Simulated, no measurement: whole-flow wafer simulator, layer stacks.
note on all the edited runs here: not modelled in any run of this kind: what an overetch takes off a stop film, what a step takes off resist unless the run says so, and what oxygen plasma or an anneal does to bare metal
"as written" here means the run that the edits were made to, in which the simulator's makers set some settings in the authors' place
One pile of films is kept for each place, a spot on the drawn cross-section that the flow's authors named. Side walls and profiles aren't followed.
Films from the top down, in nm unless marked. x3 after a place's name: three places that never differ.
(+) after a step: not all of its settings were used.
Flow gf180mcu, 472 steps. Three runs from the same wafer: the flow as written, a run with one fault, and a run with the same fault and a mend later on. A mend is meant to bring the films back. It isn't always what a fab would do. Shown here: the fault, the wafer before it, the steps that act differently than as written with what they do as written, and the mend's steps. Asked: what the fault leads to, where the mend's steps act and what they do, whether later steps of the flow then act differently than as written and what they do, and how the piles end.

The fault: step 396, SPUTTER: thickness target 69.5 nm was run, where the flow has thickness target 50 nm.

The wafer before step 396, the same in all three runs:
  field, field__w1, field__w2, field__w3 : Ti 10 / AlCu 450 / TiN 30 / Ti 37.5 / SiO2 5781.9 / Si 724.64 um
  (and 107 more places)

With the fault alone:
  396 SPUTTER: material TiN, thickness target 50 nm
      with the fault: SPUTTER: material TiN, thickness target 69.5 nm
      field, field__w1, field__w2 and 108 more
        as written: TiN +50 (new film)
        with the fault: TiN +69.5 (new film)
  Later steps of the flow that act differently than as written (1 more step differs only slightly, by at most 2% or 0.5 nm, whichever is larger, and isn't shown):
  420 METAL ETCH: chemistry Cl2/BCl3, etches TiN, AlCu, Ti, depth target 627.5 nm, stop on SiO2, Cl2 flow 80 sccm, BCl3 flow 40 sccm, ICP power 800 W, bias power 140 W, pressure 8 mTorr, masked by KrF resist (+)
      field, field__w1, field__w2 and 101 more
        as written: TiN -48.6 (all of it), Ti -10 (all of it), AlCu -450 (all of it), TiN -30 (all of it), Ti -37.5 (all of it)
        with the fault: TiN -68.1 (all of it), Ti -10 (all of it), AlCu -450 (all of it), TiN -30 (all of it), Ti -37.5 (all of it)
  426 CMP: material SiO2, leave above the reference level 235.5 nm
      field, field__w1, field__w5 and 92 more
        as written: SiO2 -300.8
        with the fault: SiO2 -281.3
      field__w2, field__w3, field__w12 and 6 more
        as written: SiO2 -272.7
        with the fault: SiO2 -252.3
  At the end the piles differ from the flow's by more than 2% or 0.5 nm, whichever is larger, at field__w4, field__w8, contact, m1, m1__w1, mim, mim_1p0, m1_nw.
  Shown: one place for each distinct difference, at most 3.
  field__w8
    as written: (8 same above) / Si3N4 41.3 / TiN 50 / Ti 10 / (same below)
    with the fault: (8 same above) / Si3N4 41.3 / TiN 69.5 / Ti 10 / (same below)
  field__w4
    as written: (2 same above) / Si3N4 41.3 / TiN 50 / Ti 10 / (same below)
    with the fault: (2 same above) / Si3N4 41.3 / TiN 69.5 / Ti 10 / (same below)
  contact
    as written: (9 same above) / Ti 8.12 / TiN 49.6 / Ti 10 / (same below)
    with the fault: (9 same above) / Ti 8.12 / TiN 69.1 / Ti 10 / (same below)

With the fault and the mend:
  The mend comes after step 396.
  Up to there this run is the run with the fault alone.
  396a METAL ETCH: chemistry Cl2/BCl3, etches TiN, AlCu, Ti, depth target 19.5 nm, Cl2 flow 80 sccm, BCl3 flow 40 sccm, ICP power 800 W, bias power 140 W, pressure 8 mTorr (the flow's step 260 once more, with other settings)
      field, field__w1, field__w2 and 108 more
        TiN -19.5
  No later step of the flow acts differently than as written at any place that is followed.
  At the end the piles are the same as the flow's at every place that both follow.
